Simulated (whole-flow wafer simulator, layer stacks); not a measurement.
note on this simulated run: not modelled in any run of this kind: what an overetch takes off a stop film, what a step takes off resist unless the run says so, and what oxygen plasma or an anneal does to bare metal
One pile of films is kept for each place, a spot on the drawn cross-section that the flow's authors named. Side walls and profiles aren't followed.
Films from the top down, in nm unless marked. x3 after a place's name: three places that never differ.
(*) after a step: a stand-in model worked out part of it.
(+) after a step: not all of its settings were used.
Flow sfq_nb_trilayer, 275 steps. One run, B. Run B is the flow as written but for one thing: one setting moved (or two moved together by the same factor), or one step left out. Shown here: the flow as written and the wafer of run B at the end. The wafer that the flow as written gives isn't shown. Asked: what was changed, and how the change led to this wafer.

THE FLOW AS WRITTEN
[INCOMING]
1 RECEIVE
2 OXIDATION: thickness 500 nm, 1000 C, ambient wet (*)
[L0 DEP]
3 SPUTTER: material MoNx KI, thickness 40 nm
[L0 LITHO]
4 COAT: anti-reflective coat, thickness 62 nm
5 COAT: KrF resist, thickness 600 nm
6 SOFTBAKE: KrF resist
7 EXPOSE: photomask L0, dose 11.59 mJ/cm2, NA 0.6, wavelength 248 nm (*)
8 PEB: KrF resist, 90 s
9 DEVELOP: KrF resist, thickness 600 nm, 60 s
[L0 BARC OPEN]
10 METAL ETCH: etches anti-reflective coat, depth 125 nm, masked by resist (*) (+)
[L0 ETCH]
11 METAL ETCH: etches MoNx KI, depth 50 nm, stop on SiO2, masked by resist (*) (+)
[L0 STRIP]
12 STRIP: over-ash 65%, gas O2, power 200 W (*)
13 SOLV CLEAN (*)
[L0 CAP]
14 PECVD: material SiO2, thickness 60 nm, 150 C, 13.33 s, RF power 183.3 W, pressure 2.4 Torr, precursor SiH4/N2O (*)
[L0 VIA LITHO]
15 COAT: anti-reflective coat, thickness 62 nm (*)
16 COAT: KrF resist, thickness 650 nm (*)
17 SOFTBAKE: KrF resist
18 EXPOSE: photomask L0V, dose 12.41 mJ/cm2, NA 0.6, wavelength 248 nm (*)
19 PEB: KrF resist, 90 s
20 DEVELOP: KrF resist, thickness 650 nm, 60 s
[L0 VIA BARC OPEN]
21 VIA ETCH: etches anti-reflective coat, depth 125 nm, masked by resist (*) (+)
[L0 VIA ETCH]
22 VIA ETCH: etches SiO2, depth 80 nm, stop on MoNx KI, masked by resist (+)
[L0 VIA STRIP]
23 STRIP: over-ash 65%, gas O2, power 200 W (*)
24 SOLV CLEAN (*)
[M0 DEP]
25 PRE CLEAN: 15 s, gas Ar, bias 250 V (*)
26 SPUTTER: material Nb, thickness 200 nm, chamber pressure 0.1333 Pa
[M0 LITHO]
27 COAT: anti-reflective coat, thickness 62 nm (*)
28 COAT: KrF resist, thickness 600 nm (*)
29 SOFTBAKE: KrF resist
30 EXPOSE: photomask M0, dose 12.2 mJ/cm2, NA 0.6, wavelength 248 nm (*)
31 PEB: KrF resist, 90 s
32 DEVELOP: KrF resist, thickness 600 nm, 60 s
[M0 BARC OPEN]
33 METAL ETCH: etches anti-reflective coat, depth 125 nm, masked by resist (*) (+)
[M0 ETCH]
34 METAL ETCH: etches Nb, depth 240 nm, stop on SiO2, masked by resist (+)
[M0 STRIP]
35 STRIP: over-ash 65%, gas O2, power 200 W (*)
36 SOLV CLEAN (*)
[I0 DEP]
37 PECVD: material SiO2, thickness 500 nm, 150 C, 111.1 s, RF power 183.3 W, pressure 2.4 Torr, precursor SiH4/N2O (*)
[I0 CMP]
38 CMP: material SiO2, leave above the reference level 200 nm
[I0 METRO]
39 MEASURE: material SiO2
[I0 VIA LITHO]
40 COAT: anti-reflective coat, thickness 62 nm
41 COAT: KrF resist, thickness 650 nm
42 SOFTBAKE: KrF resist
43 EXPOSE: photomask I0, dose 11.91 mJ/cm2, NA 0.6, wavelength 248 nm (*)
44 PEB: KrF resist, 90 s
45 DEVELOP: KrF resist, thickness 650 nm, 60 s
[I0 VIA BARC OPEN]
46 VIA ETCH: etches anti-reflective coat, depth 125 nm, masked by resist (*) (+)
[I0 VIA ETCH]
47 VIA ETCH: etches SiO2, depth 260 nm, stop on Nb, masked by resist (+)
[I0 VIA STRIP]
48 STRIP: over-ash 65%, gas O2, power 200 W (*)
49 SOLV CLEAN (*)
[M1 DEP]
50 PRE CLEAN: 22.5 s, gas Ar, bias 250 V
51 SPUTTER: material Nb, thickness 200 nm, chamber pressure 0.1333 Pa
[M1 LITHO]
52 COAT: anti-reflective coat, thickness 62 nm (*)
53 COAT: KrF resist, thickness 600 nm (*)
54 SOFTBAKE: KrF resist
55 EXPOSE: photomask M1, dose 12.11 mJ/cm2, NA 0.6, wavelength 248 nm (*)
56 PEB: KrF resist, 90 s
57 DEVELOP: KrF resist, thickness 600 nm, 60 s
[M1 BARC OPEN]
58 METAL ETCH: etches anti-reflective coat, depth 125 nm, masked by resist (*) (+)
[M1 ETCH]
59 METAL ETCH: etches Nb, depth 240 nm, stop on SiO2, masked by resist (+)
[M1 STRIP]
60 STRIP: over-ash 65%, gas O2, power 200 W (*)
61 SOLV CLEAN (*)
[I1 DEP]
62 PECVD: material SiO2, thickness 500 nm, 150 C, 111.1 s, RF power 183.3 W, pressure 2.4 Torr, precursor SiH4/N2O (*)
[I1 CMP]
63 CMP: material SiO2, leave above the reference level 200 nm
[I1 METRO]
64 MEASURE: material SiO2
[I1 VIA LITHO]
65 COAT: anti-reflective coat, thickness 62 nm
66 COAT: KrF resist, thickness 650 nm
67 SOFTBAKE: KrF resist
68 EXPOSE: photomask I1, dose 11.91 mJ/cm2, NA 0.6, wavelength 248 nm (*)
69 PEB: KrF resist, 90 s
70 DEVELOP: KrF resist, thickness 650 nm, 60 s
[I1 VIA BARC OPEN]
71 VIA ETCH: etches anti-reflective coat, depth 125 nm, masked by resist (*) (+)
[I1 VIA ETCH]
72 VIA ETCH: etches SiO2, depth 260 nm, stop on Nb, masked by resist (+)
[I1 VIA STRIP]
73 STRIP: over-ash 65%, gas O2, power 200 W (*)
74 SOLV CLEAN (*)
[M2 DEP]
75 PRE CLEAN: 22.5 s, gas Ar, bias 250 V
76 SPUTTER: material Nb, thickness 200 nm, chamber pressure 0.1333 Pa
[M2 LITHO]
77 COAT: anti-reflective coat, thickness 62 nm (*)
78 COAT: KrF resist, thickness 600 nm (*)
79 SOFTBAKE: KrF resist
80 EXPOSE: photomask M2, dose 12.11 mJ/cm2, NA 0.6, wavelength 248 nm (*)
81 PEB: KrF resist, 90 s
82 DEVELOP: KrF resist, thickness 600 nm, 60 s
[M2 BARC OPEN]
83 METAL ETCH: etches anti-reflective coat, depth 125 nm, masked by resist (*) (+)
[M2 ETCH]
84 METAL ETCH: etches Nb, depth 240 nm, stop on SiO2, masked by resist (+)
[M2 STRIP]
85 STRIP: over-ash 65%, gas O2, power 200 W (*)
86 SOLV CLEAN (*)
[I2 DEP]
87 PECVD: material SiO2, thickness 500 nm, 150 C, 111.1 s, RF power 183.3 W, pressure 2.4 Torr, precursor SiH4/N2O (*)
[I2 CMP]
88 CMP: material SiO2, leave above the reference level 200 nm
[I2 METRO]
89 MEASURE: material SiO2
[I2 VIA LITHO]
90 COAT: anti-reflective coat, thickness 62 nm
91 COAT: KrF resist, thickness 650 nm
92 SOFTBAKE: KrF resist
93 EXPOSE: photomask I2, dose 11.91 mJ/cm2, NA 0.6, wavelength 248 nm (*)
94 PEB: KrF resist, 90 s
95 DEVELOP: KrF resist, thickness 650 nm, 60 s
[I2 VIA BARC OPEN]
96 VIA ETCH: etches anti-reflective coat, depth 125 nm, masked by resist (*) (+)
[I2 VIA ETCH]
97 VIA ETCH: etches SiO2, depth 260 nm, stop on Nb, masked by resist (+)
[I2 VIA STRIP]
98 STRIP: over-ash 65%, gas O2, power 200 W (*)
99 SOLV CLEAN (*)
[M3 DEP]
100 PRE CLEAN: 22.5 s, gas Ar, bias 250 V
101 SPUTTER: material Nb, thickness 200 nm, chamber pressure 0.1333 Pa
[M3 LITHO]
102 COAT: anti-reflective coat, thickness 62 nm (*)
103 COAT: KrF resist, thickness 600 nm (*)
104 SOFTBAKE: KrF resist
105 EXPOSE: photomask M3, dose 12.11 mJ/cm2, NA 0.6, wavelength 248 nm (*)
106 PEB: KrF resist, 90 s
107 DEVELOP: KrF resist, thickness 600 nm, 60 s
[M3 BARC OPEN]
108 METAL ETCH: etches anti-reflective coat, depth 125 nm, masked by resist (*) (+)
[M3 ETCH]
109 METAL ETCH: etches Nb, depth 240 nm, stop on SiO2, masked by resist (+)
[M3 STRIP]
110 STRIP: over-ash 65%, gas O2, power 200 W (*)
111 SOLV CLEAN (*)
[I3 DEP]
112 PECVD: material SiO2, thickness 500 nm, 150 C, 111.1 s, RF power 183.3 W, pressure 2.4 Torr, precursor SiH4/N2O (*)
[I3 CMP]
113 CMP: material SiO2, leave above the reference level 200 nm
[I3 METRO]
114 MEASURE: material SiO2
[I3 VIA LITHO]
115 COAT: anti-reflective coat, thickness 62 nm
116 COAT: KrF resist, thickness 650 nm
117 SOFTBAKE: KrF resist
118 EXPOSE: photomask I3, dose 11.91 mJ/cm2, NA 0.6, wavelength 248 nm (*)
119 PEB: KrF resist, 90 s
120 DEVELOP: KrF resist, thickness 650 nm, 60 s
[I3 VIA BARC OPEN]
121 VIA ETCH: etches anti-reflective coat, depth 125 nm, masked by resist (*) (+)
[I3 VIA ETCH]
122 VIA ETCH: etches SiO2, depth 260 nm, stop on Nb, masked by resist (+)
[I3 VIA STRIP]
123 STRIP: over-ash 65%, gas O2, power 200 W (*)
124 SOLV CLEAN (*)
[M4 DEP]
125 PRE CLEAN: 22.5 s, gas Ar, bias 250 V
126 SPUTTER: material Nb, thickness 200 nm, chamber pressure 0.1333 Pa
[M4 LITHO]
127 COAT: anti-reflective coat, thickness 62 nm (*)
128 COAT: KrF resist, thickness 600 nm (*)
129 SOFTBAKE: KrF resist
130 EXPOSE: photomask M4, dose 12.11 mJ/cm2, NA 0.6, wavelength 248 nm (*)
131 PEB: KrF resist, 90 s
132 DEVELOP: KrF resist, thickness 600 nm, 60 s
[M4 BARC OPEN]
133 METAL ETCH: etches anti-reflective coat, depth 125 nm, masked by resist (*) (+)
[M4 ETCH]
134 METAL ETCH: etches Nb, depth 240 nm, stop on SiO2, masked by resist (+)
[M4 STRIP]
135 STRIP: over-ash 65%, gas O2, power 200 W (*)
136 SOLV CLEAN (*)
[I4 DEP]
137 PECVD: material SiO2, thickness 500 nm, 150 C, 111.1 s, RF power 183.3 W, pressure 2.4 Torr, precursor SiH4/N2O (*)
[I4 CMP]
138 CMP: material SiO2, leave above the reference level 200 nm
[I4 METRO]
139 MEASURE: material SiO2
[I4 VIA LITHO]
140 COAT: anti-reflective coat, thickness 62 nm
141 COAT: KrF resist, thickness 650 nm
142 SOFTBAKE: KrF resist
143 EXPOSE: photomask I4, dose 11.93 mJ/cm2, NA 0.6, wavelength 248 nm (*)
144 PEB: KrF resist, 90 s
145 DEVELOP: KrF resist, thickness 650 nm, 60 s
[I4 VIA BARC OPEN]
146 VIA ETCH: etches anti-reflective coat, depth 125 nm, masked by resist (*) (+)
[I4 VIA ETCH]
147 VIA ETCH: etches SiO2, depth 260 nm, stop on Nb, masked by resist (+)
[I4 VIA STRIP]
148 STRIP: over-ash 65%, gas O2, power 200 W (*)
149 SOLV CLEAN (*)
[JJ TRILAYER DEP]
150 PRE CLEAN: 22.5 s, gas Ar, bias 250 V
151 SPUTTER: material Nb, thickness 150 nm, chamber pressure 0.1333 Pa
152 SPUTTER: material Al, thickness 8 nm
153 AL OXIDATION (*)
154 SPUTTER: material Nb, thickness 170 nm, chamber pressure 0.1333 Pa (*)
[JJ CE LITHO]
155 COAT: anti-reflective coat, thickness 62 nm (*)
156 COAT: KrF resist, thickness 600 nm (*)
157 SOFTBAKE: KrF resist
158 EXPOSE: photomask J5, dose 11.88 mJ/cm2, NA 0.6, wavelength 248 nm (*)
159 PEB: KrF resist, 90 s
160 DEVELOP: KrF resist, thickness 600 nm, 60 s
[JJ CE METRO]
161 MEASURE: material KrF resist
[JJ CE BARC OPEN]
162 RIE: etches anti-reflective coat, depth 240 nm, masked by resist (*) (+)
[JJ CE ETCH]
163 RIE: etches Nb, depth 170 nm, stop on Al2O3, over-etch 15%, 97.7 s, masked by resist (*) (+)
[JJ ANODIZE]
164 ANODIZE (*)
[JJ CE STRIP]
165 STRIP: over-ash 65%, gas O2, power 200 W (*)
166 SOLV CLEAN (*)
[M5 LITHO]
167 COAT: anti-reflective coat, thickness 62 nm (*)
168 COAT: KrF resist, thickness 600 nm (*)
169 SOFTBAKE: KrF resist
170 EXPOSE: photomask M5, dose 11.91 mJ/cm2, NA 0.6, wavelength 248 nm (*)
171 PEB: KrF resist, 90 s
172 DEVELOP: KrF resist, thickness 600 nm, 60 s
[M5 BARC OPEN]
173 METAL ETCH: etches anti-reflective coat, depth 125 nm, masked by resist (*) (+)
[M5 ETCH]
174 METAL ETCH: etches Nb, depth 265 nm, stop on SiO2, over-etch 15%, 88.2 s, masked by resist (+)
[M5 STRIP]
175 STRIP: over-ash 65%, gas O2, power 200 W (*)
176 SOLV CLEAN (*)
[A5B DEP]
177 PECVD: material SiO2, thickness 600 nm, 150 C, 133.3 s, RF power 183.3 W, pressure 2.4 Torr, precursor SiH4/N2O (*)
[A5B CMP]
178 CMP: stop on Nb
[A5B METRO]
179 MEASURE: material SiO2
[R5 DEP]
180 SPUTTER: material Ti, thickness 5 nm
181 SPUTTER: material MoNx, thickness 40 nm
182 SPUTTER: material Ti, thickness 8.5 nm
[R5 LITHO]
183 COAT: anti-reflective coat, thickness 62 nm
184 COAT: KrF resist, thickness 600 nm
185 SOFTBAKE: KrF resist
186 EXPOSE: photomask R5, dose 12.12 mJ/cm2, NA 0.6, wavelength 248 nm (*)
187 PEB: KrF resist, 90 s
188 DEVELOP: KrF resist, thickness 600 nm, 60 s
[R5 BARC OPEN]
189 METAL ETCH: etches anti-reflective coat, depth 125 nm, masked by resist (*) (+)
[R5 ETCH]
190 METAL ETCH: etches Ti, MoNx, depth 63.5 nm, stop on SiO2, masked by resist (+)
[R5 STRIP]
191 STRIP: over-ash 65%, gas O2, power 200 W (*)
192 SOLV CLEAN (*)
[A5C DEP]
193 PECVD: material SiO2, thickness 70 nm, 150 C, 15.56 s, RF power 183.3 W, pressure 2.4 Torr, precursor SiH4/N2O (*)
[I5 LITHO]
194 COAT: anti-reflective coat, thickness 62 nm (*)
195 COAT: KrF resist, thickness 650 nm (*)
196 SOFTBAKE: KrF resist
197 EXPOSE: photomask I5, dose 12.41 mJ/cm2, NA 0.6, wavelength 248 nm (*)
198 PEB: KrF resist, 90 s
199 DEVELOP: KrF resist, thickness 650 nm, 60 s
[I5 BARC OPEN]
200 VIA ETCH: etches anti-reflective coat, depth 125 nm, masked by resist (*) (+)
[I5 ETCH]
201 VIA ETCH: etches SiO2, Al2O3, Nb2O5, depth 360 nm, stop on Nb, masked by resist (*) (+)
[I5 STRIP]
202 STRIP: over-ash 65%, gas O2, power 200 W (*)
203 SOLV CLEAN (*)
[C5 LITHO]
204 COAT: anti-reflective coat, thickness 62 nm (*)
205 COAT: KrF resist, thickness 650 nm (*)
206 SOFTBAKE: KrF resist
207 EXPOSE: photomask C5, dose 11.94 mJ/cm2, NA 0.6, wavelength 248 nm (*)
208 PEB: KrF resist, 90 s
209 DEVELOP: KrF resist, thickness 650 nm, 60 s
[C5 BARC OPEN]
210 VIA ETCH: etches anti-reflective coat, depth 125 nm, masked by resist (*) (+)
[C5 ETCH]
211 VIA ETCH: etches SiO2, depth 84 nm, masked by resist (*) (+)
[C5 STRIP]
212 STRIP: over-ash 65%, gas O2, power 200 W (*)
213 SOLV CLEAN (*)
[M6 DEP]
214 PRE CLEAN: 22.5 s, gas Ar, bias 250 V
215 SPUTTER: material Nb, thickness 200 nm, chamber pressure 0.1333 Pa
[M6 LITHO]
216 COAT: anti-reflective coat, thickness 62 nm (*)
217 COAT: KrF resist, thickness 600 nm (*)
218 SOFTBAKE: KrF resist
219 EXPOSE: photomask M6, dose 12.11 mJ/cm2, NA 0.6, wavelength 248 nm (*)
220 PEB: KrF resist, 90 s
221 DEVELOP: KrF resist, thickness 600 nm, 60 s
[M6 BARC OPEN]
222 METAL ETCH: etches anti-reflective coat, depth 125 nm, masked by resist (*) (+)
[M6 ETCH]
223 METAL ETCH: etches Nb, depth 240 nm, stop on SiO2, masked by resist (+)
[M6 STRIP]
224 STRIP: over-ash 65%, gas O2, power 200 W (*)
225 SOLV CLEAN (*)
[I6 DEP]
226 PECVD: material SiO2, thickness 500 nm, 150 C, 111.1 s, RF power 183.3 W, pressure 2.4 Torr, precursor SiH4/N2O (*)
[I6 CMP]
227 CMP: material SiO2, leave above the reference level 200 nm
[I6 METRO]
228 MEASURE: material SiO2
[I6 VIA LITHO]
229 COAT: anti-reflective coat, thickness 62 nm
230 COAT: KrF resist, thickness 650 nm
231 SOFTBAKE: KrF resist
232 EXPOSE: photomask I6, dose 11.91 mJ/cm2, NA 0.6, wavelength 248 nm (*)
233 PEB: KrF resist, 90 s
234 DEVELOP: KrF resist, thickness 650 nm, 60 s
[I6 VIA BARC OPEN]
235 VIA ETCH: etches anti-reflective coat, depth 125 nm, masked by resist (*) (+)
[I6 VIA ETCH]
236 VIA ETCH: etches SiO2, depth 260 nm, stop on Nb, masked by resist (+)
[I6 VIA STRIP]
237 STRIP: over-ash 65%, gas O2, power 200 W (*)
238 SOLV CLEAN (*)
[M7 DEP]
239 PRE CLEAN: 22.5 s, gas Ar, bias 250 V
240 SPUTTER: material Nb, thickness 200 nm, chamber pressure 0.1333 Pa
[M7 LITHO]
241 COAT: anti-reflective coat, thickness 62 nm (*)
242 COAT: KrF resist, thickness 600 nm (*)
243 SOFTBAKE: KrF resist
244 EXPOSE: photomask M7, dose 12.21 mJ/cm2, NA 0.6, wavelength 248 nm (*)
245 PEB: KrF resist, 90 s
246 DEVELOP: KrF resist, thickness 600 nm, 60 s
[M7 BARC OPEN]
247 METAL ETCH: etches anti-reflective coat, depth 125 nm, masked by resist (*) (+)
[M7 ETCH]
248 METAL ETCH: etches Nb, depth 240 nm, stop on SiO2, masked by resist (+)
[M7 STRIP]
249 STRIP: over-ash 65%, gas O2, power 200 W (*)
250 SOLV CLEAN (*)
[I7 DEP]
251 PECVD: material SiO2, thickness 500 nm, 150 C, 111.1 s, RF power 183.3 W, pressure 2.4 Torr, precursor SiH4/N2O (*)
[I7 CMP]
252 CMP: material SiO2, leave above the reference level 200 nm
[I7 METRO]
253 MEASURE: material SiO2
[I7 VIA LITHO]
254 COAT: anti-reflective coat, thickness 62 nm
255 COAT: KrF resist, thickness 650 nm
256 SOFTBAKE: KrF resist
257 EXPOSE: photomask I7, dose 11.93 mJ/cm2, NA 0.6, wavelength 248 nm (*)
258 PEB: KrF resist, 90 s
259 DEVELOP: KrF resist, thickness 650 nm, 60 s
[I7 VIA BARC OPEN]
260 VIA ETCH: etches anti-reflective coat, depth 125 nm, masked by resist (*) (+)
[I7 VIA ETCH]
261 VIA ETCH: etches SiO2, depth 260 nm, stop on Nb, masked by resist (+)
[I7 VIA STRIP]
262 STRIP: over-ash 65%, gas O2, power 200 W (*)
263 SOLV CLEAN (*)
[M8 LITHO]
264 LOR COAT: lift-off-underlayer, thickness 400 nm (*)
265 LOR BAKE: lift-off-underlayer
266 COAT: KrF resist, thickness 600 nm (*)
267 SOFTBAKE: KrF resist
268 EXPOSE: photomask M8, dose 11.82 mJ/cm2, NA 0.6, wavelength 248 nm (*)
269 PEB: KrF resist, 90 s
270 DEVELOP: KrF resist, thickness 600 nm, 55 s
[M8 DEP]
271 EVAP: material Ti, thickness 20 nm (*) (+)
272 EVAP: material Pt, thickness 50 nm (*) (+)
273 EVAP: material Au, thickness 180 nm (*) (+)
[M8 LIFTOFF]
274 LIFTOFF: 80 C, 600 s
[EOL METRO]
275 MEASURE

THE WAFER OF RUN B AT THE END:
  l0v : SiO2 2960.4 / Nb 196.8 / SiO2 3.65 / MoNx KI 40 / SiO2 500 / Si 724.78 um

The cause: step 22, VIA ETCH: depth 51.2 nm was run, where the flow has depth 80 nm.

How the change led to this, step by step:
  22 VIA ETCH: etches SiO2, depth 80 nm, stop on MoNx KI, masked by resist (+)
      l0v: SiO2 -51.2 (as written it would be: SiO2 -59.8 (all of it))
      field_l, v_sur, via_wl and 102 more: KrF resist -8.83 (as written it would be: KrF resist -13.8)
  25 PRE CLEAN: 15 s, gas Ar, bias 250 V (*)
      l0v: SiO2 -5 (as written it would be: MoNx KI -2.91)
  27 COAT: anti-reflective coat, thickness 62 nm (*)
      l0v: anti-reflective coat +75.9 (new film) (as written it would be: anti-reflective coat +78 (new film))
  35 STRIP: over-ash 65%, gas O2, power 200 W (*)
      l0v: KrF resist -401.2 (all of it), anti-reflective coat -75.9 (all of it) (as written it would be: KrF resist -405.3 (all of it), anti-reflective coat -78 (all of it))
  38 CMP: material SiO2, leave above the reference level 200 nm
      l0v: SiO2 -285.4 (as written it would be: SiO2 -277.8)
Counting metal films that touch as one body, l0v has 2 bodies (between them, from the top down: SiO2 3.65); the flow as written gives 1 body.
